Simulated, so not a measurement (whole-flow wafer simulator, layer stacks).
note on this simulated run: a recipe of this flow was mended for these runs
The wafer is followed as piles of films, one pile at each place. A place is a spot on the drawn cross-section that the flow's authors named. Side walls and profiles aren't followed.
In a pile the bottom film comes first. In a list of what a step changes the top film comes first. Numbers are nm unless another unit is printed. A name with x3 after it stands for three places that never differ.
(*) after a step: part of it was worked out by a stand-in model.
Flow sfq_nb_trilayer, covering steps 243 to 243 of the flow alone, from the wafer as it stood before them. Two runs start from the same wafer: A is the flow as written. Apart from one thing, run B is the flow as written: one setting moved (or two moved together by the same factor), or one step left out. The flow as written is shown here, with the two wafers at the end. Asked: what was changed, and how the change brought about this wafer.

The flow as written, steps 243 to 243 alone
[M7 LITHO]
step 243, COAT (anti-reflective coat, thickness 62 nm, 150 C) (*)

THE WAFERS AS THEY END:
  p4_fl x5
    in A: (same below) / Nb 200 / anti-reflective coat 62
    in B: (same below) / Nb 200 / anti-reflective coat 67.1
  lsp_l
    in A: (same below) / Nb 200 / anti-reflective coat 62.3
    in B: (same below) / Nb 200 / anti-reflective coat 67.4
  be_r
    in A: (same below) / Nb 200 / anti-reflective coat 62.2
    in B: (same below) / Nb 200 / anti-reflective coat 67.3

The reason: step 243, COAT: thickness 67.1 nm was run, though the flow has thickness 62 nm.
One can read it off the wafer: p4_fl x5 has anti-reflective coat 67.1, and step 243 as written asks for 62 nm.

How this came from the change, step by step:
  step 243, COAT (anti-reflective coat, thickness 62 nm, 150 C) (*)
      p4_fl x5, p4_w1 x9, p3_s0 x15 and 48 more: A +62 anti-reflective coat (new film) | B +67.1 anti-reflective coat (new film)
      lsp_l, ln_m5, lsp_m, ln_m6, lsp_r, l0_sur, l0v: A +62.3 anti-reflective coat (new film) | B +67.4 anti-reflective coat (new film)
      (as well as at 22 more places)
